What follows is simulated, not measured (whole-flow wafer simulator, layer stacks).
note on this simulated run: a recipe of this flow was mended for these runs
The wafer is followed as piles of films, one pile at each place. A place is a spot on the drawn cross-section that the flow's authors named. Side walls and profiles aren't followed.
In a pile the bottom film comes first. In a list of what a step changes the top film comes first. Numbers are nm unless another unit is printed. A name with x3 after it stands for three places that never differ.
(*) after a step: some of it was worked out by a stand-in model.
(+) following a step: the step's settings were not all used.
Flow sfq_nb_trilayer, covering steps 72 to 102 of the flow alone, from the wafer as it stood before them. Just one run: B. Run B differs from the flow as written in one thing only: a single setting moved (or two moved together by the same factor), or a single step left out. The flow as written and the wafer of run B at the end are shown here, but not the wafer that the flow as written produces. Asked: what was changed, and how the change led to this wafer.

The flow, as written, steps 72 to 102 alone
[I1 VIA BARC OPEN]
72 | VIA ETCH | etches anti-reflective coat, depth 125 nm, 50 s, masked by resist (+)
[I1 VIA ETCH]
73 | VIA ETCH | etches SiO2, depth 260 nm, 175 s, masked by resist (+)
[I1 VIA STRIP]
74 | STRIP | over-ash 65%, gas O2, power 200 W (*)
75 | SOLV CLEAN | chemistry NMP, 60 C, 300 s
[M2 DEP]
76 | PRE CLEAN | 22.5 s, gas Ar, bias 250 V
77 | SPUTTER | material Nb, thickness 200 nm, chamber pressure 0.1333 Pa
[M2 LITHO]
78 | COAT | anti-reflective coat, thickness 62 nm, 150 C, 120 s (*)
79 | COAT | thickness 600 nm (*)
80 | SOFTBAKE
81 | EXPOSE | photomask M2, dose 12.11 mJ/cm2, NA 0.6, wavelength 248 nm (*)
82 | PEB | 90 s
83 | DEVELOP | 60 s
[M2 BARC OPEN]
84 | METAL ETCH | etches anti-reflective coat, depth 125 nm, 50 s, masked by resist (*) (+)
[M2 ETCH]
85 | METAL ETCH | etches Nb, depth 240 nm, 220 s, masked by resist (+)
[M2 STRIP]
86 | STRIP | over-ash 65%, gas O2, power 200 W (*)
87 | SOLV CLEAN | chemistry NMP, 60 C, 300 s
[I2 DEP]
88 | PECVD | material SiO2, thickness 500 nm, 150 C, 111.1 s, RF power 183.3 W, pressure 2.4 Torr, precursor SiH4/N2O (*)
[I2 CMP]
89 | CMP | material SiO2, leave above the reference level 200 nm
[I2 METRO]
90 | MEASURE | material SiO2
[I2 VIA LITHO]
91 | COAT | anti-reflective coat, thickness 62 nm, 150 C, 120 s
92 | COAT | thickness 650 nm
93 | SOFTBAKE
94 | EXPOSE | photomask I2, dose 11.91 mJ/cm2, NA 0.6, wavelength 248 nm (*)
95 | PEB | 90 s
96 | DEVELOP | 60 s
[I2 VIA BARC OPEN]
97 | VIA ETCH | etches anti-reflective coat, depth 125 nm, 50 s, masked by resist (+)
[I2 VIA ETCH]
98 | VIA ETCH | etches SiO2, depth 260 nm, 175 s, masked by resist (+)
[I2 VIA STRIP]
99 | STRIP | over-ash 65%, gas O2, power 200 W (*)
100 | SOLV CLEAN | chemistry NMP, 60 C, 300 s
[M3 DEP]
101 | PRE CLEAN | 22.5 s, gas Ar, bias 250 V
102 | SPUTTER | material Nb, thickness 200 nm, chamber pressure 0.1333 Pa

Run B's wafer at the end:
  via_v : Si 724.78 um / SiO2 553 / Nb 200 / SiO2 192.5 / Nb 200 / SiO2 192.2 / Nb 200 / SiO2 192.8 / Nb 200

What caused this: step 73, VIA ETCH: etches SiO2, depth 260 nm, 175 s, masked by resist (+), was skipped.

Step by step, how the change led to this:
  74 | STRIP | over-ash 65%, gas O2, power 200 W (*)
      field_l, v_sur, via_wl and 102 more: -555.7 KrF-resist-other-grade (all of it), -62 anti-reflective coat (all of it) (as written it would have been: -510.8 KrF-resist-other-grade (all of it), -62 anti-reflective coat (all of it))
  76 | PRE CLEAN | 22.5 s, gas Ar, bias 250 V
      via_v: -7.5 SiO2 (as written it would have been: -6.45 Nb)
  77 | SPUTTER | material Nb, thickness 200 nm, chamber pressure 0.1333 Pa
      via_v: +200 Nb (new film) (as written it would have been: +172.8 Nb)
  78 | COAT | anti-reflective coat, thickness 62 nm, 150 C, 120 s (*)
      v_sur: +62 anti-reflective coat (new film) (as written it would have been: +64.8 anti-reflective coat (new film))
      via_wl: +62 anti-reflective coat (new film) (as written it would have been: +67.7 anti-reflective coat (new film))
      (as well as at 8 more places)
  79 | COAT | thickness 600 nm (*)
      via_w: +600 KrF-resist-other-grade (new film) (as written it would have been: +587 KrF-resist-other-grade (new film))
      via_wr: +600 KrF-resist-other-grade (new film) (as written it would have been: +584.2 KrF-resist-other-grade (new film))
      (as well as at 2 more places)
  83 | DEVELOP | 60 s
      be: -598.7 KrF-resist-other-grade (all of it) (as written it would have been: -584.4 KrF-resist-other-grade (all of it))
  84 | METAL ETCH | etches anti-reflective coat, depth 125 nm, 50 s, masked by resist (*) (+)
      be: -62 anti-reflective coat (all of it) (as written it would have been: -68.5 anti-reflective coat (all of it))
      be_sur: -62 anti-reflective coat (all of it) (as written it would have been: -70.4 anti-reflective coat (all of it))
      (as well as at 1 more place)
  86 | STRIP | over-ash 65%, gas O2, power 200 W (*)
      v_sur: -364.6 KrF-resist-other-grade (all of it), -62 anti-reflective coat (all of it) (as written it would have been: -360.6 KrF-resist-other-grade (all of it), -64.8 anti-reflective coat (all of it))
      via_wl: -364.6 KrF-resist-other-grade (all of it), -62 anti-reflective coat (all of it) (as written it would have been: -357.4 KrF-resist-other-grade (all of it), -67.7 anti-reflective coat (all of it))
      (as well as at 5 more places)
  88 | PECVD | material SiO2, thickness 500 nm, 150 C, 111.1 s, RF power 183.3 W, pressure 2.4 Torr, precursor SiH4/N2O (*)
      via_v: +500 SiO2 (new film) (as written it would have been: +612.8 SiO2 (new film))
  89 | CMP | material SiO2, leave above the reference level 200 nm
      via_v: -299.7 SiO2 (as written it would have been: -181.6 SiO2)
If metal films that touch count as one body, via_v has 4 bodies (between them, from the top down: SiO2 192.8; SiO2 192.2; SiO2 192.5); the flow as written gives 3 bodies (between them, from the top down: SiO2 423.7; SiO2 192.5).
